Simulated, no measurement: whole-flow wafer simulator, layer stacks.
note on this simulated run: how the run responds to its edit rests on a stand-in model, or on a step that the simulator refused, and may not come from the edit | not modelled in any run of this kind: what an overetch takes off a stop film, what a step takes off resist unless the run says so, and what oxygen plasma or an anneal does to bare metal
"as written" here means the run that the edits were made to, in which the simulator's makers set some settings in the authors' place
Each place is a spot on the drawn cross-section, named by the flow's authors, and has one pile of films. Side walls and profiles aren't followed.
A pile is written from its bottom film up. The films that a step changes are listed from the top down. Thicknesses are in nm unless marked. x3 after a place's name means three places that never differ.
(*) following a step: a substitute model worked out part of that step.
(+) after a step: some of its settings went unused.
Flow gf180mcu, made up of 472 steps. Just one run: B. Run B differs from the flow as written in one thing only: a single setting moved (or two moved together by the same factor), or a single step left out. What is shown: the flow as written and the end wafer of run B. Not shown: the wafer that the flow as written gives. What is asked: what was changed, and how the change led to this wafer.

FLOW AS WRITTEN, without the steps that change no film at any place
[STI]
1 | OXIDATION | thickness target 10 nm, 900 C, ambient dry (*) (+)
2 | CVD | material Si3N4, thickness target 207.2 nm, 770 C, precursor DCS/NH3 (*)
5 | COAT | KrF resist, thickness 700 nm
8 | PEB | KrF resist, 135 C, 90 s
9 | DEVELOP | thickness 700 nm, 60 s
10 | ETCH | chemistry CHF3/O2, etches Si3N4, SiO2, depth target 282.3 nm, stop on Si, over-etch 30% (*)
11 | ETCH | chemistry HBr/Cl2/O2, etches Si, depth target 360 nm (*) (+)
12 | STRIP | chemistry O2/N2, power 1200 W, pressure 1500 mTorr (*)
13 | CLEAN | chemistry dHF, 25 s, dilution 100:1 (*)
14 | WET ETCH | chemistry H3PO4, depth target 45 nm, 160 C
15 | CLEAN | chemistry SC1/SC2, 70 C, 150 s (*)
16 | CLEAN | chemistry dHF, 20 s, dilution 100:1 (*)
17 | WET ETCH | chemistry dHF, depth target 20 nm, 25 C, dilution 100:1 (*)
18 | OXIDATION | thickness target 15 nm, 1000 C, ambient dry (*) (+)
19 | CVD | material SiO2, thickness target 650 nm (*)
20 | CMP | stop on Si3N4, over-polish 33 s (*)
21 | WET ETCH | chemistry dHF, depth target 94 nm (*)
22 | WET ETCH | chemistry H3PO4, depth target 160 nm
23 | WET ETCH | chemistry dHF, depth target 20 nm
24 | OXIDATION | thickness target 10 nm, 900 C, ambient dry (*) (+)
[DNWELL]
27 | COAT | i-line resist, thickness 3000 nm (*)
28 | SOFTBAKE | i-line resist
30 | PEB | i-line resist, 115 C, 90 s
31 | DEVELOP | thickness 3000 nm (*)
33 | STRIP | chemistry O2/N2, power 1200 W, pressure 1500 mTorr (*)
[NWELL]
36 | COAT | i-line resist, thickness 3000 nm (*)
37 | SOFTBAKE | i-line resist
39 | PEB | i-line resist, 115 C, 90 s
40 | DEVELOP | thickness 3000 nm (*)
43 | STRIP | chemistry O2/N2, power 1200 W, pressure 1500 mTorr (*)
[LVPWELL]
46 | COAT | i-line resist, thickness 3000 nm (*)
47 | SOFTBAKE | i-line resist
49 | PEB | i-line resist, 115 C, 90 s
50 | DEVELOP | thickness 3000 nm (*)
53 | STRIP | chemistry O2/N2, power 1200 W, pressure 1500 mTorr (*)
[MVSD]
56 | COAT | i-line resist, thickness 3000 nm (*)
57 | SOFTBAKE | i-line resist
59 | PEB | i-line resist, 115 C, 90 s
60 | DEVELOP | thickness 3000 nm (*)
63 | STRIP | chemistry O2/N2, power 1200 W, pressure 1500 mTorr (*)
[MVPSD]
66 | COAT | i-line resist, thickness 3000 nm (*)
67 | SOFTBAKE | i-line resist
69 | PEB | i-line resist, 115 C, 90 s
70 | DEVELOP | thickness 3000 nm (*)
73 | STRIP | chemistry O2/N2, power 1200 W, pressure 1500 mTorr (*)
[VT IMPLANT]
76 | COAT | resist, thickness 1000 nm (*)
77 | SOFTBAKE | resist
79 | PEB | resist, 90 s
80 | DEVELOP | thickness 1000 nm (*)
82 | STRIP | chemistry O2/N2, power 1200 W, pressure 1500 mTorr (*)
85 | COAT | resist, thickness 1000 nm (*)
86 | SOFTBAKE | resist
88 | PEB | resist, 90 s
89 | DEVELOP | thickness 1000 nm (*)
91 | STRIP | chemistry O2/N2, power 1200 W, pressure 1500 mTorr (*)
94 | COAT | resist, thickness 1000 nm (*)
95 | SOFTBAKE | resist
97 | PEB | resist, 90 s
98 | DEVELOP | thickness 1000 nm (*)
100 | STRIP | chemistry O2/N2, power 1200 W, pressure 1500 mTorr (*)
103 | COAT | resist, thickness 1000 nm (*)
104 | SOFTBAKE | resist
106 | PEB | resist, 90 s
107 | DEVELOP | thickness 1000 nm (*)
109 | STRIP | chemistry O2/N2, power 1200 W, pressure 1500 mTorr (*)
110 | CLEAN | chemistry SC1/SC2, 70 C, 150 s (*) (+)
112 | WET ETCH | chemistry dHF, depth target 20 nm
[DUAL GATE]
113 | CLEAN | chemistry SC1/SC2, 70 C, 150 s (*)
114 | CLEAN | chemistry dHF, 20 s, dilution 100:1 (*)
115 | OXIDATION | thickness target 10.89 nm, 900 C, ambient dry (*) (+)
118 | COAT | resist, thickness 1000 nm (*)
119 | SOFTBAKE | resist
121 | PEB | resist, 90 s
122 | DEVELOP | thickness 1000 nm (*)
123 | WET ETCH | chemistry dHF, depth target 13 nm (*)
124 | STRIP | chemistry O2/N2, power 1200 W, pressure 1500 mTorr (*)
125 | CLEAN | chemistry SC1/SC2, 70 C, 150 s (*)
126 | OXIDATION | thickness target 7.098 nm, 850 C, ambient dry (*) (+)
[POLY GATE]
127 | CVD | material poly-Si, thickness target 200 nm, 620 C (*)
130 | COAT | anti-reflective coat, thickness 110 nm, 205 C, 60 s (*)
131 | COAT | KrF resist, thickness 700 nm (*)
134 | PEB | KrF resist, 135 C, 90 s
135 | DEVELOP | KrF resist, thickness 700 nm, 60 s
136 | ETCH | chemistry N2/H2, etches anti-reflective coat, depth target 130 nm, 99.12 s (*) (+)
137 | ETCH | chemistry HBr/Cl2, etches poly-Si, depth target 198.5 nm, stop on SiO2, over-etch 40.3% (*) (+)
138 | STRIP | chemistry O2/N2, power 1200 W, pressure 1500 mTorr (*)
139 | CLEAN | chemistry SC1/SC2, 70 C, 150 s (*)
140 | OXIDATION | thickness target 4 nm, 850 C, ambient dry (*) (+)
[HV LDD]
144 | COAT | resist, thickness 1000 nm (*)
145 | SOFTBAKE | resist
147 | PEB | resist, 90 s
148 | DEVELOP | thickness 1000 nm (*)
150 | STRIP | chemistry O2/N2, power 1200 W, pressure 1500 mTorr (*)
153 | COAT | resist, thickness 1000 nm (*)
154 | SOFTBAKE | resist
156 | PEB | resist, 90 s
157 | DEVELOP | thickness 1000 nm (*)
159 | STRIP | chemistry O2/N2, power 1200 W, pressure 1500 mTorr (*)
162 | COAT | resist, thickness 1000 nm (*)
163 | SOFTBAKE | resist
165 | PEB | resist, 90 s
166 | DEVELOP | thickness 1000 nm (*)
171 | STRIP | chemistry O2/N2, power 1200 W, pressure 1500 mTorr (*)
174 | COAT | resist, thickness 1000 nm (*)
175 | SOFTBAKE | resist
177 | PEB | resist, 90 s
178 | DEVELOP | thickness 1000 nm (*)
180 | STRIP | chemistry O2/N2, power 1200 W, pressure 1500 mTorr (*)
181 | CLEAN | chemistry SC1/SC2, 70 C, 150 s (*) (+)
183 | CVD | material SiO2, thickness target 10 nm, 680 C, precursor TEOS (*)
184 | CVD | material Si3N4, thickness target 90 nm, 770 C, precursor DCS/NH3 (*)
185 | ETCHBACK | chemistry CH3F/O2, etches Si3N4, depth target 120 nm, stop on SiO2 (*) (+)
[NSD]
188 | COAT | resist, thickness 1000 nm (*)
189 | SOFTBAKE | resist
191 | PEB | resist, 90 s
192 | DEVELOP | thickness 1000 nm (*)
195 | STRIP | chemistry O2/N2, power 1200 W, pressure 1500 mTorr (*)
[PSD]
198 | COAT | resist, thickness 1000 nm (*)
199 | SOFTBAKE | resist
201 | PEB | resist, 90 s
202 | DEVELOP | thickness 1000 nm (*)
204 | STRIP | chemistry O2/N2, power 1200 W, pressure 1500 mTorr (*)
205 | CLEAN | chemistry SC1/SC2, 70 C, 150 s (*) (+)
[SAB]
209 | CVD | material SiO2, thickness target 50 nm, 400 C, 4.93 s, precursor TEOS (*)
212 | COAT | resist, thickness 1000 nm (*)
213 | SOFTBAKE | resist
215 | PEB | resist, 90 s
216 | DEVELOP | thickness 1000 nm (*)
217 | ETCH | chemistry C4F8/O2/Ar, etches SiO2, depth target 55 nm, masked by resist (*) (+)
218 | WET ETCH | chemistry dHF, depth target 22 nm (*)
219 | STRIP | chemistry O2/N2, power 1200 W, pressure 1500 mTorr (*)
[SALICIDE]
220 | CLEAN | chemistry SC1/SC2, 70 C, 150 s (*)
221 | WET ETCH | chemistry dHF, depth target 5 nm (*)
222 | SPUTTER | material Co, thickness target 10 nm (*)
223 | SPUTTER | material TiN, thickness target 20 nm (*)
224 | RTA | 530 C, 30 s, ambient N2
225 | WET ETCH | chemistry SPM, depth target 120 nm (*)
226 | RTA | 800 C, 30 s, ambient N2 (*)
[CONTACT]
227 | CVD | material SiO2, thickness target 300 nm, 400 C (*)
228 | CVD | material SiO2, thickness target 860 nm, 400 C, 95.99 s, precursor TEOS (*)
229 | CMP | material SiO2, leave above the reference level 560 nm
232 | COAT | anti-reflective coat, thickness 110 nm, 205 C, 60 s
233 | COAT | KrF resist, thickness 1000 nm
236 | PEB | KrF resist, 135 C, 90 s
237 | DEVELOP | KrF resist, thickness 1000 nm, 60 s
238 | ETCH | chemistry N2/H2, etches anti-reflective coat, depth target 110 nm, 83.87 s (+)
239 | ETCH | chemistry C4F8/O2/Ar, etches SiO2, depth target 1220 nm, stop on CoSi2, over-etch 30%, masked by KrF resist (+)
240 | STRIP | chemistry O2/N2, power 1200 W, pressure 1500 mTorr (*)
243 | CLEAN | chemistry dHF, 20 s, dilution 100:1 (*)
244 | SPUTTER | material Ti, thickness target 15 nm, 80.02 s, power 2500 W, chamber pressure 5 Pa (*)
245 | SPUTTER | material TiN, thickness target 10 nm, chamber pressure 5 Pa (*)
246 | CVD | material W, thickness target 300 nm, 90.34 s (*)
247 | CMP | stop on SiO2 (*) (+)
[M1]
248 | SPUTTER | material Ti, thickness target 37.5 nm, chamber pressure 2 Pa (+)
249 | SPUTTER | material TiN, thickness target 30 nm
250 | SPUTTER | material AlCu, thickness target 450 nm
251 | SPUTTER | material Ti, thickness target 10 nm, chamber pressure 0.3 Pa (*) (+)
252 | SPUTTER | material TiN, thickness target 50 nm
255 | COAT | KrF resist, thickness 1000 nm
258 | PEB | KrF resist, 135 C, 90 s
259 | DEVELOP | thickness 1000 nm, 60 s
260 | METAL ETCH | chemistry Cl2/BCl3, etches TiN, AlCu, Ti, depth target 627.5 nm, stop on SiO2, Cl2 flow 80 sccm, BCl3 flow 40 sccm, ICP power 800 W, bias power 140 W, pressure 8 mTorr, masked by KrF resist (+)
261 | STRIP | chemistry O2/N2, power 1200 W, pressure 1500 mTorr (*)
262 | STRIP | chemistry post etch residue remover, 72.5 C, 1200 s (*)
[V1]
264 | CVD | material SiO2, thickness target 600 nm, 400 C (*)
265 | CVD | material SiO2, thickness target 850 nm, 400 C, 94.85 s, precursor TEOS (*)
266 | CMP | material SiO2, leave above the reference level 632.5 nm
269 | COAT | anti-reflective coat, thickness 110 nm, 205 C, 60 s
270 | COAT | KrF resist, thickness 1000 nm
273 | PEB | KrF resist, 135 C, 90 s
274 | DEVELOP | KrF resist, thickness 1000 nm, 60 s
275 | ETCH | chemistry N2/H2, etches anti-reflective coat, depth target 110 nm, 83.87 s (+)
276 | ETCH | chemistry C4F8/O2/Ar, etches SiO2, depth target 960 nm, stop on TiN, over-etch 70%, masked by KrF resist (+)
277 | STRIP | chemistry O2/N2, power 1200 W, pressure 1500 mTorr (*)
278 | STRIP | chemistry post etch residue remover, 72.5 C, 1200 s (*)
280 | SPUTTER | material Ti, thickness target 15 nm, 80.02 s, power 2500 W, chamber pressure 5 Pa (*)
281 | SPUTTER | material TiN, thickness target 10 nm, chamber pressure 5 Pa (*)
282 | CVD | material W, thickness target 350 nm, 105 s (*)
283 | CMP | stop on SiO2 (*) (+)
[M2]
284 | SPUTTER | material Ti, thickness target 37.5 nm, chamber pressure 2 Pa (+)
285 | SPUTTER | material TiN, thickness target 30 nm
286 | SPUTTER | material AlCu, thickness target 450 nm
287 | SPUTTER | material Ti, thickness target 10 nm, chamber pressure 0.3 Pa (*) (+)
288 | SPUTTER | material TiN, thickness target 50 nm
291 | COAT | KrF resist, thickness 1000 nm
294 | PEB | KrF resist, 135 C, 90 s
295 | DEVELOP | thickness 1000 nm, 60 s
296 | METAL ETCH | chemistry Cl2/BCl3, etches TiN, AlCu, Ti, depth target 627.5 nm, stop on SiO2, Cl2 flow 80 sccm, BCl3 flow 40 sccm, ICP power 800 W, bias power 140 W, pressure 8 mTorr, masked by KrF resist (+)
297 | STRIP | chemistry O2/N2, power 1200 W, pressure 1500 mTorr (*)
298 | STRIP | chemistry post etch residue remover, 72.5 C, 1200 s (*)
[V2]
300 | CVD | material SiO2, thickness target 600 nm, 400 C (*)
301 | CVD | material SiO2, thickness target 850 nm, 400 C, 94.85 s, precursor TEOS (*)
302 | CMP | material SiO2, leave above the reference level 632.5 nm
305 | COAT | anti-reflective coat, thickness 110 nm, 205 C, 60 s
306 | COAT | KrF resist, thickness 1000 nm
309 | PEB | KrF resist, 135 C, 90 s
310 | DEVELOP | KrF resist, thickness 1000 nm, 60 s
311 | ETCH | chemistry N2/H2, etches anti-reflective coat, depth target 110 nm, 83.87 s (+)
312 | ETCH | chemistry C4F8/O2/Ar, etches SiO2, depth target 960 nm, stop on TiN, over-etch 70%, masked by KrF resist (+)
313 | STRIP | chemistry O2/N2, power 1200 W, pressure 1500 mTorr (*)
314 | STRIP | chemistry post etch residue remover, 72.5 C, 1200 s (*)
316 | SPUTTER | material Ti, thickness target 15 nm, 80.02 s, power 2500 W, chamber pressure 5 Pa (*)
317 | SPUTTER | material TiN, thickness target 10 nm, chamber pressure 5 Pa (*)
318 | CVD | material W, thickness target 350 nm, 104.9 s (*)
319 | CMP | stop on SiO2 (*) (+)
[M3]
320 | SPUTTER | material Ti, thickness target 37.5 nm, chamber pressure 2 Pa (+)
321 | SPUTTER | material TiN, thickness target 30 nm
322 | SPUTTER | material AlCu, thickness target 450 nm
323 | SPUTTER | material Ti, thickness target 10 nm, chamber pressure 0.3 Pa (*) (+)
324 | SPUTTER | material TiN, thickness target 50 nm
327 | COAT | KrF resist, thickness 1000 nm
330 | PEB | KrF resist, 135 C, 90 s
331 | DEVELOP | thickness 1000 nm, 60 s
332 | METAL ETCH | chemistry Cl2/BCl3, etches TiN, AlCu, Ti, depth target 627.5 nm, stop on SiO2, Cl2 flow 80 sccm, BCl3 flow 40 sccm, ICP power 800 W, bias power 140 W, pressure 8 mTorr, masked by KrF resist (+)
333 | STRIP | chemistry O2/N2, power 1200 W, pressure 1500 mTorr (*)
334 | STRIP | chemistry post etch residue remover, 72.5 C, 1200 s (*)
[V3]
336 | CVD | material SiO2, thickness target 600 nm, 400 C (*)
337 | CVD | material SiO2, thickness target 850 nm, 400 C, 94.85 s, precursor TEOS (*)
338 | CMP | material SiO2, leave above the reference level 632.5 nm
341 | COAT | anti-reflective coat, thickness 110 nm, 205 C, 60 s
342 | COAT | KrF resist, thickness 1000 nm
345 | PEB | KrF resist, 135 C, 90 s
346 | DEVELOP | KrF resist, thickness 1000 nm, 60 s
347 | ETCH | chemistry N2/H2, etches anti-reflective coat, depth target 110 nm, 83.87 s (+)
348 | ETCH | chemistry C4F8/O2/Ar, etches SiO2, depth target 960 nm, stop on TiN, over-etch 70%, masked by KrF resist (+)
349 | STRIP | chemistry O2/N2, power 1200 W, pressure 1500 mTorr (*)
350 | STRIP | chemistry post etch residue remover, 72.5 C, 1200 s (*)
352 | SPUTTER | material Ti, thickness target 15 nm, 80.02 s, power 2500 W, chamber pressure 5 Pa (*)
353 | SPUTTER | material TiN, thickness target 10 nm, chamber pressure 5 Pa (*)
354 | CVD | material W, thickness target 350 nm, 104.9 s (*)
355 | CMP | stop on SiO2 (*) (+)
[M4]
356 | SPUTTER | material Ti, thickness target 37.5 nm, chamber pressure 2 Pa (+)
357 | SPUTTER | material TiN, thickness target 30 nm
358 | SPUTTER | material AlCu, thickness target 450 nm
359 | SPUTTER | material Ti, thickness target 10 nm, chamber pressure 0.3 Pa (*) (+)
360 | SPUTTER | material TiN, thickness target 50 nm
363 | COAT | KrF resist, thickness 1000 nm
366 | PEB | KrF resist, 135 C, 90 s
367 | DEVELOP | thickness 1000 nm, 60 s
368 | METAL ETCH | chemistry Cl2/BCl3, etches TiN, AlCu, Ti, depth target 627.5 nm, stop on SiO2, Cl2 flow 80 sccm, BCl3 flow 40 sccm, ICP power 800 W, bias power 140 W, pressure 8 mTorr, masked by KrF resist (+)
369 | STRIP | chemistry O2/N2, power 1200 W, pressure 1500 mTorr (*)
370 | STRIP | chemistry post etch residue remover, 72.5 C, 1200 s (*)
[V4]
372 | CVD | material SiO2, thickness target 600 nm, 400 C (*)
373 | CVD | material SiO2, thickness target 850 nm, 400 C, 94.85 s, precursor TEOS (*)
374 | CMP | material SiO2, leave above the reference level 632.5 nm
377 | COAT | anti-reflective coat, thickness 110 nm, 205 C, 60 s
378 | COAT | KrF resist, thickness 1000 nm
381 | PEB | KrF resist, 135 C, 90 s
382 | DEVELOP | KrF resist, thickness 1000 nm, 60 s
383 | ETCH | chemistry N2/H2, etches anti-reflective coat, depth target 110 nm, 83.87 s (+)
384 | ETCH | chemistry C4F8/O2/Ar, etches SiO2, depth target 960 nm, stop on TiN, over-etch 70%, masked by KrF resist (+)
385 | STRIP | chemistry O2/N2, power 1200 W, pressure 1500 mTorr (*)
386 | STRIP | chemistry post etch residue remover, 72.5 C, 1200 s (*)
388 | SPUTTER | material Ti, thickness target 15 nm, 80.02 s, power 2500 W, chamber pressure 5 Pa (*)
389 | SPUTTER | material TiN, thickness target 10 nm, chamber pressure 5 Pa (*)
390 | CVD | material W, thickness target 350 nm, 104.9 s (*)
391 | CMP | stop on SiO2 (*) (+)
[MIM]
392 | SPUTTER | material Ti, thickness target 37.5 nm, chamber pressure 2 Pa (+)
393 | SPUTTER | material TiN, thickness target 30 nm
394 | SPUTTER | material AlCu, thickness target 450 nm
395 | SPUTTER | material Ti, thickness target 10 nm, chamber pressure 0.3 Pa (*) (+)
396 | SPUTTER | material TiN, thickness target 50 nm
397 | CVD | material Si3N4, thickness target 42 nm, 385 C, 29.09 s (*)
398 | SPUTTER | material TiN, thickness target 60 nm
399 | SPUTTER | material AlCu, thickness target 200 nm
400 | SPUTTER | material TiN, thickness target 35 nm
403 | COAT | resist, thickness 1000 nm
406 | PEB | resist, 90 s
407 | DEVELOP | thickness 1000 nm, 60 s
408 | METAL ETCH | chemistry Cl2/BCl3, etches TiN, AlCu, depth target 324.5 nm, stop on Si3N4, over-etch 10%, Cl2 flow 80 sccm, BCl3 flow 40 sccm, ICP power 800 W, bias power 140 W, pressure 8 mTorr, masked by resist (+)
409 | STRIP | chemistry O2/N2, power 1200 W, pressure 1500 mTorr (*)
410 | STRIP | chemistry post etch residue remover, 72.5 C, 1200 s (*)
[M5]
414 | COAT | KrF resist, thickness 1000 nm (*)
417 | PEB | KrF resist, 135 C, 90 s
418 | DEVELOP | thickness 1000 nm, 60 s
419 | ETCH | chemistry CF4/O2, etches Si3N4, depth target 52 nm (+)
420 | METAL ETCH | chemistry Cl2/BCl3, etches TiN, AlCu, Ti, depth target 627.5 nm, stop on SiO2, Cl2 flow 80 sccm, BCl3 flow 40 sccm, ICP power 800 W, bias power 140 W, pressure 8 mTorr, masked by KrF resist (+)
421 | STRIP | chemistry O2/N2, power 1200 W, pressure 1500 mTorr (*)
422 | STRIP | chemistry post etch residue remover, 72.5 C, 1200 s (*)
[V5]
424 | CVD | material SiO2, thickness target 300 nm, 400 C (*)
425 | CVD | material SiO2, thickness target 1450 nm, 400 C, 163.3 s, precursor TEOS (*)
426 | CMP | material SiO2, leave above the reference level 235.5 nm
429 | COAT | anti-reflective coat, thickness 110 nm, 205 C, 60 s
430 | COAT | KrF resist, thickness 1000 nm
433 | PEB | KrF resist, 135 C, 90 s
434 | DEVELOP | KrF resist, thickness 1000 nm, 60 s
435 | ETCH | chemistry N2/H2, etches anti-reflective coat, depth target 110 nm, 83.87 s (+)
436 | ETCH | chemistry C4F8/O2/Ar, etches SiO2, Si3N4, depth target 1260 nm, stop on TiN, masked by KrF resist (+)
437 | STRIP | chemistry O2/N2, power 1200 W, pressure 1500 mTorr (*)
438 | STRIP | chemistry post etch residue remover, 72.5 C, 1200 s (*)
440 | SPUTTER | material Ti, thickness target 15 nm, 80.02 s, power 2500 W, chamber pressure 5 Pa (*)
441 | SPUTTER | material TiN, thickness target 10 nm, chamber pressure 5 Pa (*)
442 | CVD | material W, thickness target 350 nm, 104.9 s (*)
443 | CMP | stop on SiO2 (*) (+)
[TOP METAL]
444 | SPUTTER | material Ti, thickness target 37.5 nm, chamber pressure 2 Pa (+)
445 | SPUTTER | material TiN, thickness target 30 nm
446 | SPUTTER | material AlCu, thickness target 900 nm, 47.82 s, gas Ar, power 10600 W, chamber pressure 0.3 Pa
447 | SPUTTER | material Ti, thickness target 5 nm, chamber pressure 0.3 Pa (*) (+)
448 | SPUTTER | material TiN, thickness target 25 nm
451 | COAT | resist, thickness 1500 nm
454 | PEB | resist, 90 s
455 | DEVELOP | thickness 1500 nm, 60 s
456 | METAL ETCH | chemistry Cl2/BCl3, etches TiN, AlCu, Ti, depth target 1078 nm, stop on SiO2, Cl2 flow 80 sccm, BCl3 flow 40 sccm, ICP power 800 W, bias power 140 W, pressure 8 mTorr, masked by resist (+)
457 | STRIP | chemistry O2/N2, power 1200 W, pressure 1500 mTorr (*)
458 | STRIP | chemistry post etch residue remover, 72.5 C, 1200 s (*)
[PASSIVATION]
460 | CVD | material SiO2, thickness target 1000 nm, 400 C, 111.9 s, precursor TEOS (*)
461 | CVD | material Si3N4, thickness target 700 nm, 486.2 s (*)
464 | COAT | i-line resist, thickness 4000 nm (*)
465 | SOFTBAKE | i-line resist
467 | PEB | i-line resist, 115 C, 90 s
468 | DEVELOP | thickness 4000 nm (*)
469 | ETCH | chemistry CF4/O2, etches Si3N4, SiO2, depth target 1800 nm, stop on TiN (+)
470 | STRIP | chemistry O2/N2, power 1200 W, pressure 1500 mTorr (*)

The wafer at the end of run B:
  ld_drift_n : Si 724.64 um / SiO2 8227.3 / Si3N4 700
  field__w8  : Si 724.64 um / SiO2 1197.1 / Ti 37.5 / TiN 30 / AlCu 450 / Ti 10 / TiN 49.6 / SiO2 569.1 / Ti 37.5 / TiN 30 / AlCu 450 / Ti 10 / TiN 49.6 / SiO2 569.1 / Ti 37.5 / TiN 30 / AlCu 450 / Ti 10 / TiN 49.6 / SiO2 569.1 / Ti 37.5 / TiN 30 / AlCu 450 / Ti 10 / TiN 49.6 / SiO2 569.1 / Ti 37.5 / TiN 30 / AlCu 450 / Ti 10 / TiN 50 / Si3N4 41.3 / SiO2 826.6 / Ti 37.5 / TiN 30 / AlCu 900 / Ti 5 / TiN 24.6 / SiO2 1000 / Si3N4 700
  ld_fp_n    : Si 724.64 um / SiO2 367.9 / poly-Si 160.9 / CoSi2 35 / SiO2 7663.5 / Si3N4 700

What caused this: step 112, WET ETCH: depth target 32 nm was run, though the flow has depth target 20 nm.

How this came from the change, step by step:
  112 | WET ETCH | chemistry dHF, depth target 20 nm
      field, field__w2, field__w3 and 43 more: -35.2 SiO2 (as written it would have been: -22 SiO2)
  130 | COAT | anti-reflective coat, thickness 110 nm, 205 C, 60 s (*)
      p_well, spacer, sd_n: +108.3 anti-reflective coat (new film) (as written it would have been: +121 anti-reflective coat (new film))
      field__w1: +107.3 anti-reflective coat (new film) (as written it would have been: +99.6 anti-reflective coat (new film))
      (as well as at 71 more places)
  136 | ETCH | chemistry N2/H2, etches anti-reflective coat, depth target 130 nm, 99.12 s (*) (+)
      p_well, spacer, sd_n: -108.3 anti-reflective coat (all of it), -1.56 poly-Si (as written it would have been: -121 anti-reflective coat (all of it), -1.23 poly-Si)
      field__w1: -107.3 anti-reflective coat (all of it), -1.58 poly-Si (as written it would have been: -99.6 anti-reflective coat (all of it), -1.78 poly-Si)
      (as well as at 50 more places)
  138 | STRIP | chemistry O2/N2, power 1200 W, pressure 1500 mTorr (*)
      gate: +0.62 chemical SiO2 (new film), -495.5 KrF resist (all of it), -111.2 anti-reflective coat (all of it), -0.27 poly-Si (as written it would have been: +0.62 chemical SiO2 (new film), -496.5 KrF resist (all of it), -117 anti-reflective coat (all of it), -0.27 poly-Si)
      gate_hv: +0.62 chemical SiO2 (new film), -493.1 KrF resist (all of it), -106.5 anti-reflective coat (all of it), -0.27 poly-Si (as written it would have been: +0.62 chemical SiO2 (new film), -495.3 KrF resist (all of it), -109.8 anti-reflective coat (all of it), -0.27 poly-Si)
      (as well as at 19 more places)
  144 | COAT | resist, thickness 1000 nm (*)
      field__w6: +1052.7 resist (new film) (as written it would have been: +1022.5 resist (new film))
  145 | SOFTBAKE | resist
      field: +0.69 resist (as written it would have been: nothing)
      nw_enc_fld_lv__w3: -0.38 resist (as written it would have been: +0.39 resist)
      (as well as at 1 more place)
  147 | PEB | resist, 90 s
      field__w6: -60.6 resist (as written it would have been: -58.6 resist)
  150 | STRIP | chemistry O2/N2, power 1200 W, pressure 1500 mTorr (*)
      field__w6: -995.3 resist (all of it) (as written it would have been: -965.9 resist (all of it))
  153 | COAT | resist, thickness 1000 nm (*)
      field__w6: +1052.7 resist (new film) (as written it would have been: +1022.5 resist (new film))
  154 | SOFTBAKE | resist
      field: +0.69 resist (as written it would have been: nothing)
      nw_enc_fld_lv__w3: -0.38 resist (as written it would have been: +0.39 resist)
      (as well as at 1 more place)
  156 | PEB | resist, 90 s
      field__w6: -60.6 resist (as written it would have been: -58.6 resist)
  159 | STRIP | chemistry O2/N2, power 1200 W, pressure 1500 mTorr (*)
      field__w6: -995.3 resist (all of it) (as written it would have been: -965.9 resist (all of it))
  162 | COAT | resist, thickness 1000 nm (*)
      field__w6: +1052.7 resist (new film) (as written it would have been: +1022.5 resist (new film))
  163 | SOFTBAKE | resist
      field: +0.69 resist (as written it would have been: nothing)
      nw_enc_fld_lv__w3: -0.38 resist (as written it would have been: +0.39 resist)
      (as well as at 1 more place)
  165 | PEB | resist, 90 s
      field__w6: -60.6 resist (as written it would have been: -58.6 resist)
  166 | DEVELOP | thickness 1000 nm (*)
      field__w6: -995.3 resist (all of it) (as written it would have been: -965.9 resist (all of it))
  ... another 11 steps ...
  239 | ETCH | chemistry C4F8/O2/Ar, etches SiO2, depth target 1220 nm, stop on CoSi2, over-etch 30%, masked by KrF resist (+)
      polyc_n, polyc_p: -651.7 SiO2 (all of it) (as written it would have been: -638.6 SiO2 (all of it))
